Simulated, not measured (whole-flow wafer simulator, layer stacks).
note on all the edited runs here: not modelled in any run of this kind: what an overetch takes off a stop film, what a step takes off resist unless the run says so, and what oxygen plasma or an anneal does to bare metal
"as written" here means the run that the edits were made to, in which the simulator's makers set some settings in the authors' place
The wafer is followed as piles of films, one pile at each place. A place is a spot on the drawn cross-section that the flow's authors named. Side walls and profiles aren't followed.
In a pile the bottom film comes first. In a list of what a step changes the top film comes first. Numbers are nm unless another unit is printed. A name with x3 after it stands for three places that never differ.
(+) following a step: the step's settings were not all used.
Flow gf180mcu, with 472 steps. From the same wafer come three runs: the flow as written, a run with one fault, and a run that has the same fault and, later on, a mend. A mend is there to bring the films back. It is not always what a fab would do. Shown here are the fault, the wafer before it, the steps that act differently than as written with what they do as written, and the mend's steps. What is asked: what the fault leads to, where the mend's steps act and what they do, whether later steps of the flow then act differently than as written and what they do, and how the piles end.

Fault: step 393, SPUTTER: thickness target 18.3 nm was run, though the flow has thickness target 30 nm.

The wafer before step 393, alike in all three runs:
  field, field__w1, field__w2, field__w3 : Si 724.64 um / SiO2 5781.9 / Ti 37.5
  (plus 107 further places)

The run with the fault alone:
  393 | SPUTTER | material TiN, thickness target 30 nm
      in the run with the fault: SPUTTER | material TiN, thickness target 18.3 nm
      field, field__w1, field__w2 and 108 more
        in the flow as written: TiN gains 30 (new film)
        in the run with the fault: TiN gains 18.3 (new film)
  Steps further on in the flow that do not act as written (1 other step is not shown; it differs only slightly, by no more than 2% or 0.5 nm, whichever is larger):
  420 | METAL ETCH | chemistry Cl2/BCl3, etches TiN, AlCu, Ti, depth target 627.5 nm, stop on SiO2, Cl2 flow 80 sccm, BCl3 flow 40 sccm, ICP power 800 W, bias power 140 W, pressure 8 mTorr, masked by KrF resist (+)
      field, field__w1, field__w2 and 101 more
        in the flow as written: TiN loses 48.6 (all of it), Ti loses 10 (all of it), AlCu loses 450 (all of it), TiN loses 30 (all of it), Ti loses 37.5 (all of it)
        in the run with the fault: TiN loses 48.6 (all of it), Ti loses 10 (all of it), AlCu loses 450 (all of it), TiN loses 18.3 (all of it), Ti loses 37.5 (all of it)
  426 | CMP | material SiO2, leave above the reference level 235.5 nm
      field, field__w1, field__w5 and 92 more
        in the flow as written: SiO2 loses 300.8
        in the run with the fault: SiO2 loses 312.5
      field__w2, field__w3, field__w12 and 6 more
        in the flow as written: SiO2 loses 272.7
        in the run with the fault: SiO2 loses 284.9
  The piles end different from the flow's at field__w4, field__w8, contact, m1, m1__w1, mim, mim_1p0, m1_nw by more than 2% or 0.5 nm, whichever is larger.
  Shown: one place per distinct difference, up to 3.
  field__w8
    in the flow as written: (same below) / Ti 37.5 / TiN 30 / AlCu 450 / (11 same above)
    in the run with the fault: (same below) / Ti 37.5 / TiN 18.3 / AlCu 450 / (11 same above)
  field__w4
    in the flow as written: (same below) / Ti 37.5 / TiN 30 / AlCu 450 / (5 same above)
    in the run with the fault: (same below) / Ti 37.5 / TiN 18.3 / AlCu 450 / (5 same above)
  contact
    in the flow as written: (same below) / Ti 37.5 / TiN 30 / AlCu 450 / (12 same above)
    in the run with the fault: (same below) / Ti 37.5 / TiN 18.3 / AlCu 450 / (12 same above)

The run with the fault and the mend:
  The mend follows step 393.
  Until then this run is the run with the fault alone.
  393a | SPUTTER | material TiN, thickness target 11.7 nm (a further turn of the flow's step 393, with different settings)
      field, field__w1, field__w2 and 108 more
        TiN gains 11.7
  Later steps of the flow that are run all act as written at every place that is followed.
  The piles end the same as the flow's at every place that both follow.
